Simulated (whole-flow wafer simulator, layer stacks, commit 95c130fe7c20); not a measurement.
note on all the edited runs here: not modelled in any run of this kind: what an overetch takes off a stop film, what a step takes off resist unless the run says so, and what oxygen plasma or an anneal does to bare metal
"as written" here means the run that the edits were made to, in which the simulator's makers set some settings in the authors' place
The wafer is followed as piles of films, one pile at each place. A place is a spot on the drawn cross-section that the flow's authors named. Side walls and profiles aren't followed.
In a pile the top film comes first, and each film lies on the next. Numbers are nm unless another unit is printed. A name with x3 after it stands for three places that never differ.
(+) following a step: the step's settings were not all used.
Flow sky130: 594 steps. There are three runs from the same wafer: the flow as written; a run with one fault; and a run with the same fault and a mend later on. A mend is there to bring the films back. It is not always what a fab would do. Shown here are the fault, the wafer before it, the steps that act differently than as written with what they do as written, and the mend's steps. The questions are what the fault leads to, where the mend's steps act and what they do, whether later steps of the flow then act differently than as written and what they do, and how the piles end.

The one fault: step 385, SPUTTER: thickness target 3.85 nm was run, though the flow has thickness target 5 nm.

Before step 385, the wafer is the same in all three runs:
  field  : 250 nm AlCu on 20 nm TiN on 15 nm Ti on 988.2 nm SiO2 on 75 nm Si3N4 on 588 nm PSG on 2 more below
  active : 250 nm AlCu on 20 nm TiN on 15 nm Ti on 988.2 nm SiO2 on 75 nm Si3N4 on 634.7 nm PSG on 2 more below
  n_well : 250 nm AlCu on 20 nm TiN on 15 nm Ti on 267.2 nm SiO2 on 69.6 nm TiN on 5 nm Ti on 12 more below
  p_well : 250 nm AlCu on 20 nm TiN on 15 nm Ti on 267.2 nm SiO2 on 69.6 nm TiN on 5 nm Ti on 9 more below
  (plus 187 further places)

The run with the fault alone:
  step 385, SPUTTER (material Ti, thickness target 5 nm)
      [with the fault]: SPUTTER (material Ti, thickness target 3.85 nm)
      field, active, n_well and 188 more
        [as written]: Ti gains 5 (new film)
        [with the fault]: Ti gains 3.85 (new film)
  Steps further on in the flow that do not act as written (12 other steps are not shown; they differ only slightly, by no more than 2% or 0.5 nm, whichever is larger):
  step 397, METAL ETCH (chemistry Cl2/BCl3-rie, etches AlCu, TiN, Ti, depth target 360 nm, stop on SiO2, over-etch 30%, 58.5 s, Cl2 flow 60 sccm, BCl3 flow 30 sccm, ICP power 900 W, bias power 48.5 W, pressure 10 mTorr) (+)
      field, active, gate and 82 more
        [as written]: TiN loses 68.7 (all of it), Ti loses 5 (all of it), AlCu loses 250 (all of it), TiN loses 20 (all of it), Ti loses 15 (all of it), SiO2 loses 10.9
        [with the fault]: TiN loses 68.7 (all of it), Ti loses 3.85 (all of it), AlCu loses 250 (all of it), TiN loses 20 (all of it), Ti loses 15 (all of it), SiO2 loses 11
  The piles end different from the flow's at n_well, p_well, gate_hv and 103 more by more than 2% or 0.5 nm, whichever is larger.
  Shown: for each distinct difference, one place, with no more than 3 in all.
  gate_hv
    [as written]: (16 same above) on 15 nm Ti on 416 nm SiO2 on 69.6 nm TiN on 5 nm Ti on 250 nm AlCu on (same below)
    [with the fault]: (16 same above) on 15 nm Ti on 417.2 nm SiO2 on 69.6 nm TiN on 3.85 nm Ti on 250 nm AlCu on (same below)
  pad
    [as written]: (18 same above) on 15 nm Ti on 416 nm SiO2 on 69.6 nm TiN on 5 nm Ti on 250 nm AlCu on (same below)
    [with the fault]: (18 same above) on 15 nm Ti on 417.2 nm SiO2 on 69.6 nm TiN on 3.85 nm Ti on 250 nm AlCu on (same below)
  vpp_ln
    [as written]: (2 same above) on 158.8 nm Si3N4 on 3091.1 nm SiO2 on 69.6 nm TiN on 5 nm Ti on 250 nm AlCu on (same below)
    [with the fault]: (2 same above) on 158.8 nm Si3N4 on 3092.3 nm SiO2 on 69.6 nm TiN on 3.85 nm Ti on 250 nm AlCu on (same below)

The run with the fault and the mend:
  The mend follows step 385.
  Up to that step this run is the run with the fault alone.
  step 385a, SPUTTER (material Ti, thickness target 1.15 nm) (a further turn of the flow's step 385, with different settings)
      field, active, n_well and 188 more
        Ti gains 1.15
  Later steps of the flow that are run all act as written at every place that is followed.
  The piles end the same as the flow's at every place that both follow.
